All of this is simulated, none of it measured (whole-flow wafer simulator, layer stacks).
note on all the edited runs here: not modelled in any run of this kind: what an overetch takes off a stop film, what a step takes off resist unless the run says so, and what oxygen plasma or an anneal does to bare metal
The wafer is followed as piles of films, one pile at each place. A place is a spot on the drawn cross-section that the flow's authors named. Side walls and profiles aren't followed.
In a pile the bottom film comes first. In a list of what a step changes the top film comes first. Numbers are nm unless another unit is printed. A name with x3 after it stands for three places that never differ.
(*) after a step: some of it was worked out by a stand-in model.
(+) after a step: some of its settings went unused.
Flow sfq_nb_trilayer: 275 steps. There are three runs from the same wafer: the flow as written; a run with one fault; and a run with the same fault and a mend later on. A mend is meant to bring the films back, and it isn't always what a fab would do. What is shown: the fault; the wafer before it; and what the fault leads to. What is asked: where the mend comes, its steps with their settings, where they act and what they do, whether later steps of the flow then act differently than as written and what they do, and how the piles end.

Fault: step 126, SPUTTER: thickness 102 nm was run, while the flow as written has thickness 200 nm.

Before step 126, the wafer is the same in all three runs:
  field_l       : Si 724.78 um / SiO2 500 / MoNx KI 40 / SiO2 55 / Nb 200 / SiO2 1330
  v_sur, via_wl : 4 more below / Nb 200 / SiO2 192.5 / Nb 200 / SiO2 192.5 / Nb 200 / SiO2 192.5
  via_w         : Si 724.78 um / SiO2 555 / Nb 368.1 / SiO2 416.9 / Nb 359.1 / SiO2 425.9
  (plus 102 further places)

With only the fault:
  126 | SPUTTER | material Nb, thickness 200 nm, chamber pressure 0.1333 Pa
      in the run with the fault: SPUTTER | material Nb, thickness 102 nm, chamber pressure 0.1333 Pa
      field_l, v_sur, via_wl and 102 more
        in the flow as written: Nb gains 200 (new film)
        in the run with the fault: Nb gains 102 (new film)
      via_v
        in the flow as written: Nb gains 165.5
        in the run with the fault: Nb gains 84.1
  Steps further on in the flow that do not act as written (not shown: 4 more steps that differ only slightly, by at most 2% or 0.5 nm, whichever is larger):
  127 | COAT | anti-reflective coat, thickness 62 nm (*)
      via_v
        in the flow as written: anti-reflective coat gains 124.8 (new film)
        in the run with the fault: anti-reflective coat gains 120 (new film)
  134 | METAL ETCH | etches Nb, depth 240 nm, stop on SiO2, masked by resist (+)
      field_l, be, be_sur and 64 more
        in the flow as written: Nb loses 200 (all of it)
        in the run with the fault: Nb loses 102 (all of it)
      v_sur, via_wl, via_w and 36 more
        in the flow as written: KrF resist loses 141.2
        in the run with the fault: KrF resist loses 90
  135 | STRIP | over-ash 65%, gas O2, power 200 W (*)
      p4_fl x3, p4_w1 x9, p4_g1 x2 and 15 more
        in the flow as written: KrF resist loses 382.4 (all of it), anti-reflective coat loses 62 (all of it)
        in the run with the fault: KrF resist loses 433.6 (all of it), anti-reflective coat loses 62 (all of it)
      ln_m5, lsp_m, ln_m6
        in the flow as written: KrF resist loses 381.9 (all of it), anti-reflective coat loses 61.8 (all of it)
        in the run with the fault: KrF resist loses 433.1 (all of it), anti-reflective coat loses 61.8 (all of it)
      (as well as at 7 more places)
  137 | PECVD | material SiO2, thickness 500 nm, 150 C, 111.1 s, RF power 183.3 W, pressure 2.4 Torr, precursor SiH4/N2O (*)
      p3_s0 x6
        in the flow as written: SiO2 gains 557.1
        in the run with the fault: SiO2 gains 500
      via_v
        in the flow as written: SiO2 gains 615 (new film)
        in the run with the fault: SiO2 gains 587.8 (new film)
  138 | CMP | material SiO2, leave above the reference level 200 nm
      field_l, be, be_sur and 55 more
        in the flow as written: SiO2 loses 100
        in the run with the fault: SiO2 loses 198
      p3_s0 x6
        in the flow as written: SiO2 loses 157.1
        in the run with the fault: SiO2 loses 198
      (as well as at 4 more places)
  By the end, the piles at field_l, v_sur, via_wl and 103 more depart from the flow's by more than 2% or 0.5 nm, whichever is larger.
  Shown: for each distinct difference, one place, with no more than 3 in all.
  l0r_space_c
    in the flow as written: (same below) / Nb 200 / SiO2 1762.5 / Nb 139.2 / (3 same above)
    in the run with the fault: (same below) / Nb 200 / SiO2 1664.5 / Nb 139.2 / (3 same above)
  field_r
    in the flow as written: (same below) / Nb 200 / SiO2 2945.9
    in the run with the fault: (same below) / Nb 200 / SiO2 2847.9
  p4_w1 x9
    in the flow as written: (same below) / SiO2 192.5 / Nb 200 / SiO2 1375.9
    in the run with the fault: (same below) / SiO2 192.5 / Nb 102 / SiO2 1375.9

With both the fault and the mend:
  The mend stands after step 126.
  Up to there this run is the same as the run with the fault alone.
  126a | SPUTTER | material Nb, thickness 98 nm, chamber pressure 0.1333 Pa (a further turn of the flow's step 126, with different settings)
      field_l, v_sur, via_wl and 102 more
        Nb gains 98
      via_v
        Nb gains 79.8
  None of the later steps of the flow differs from how it acts as written, at any place that is followed, by more than 2% or 0.5 nm, whichever is larger.
  The piles end only slightly different from the flow's at the places that both follow, by no more than 2% or 0.5 nm, whichever is larger.
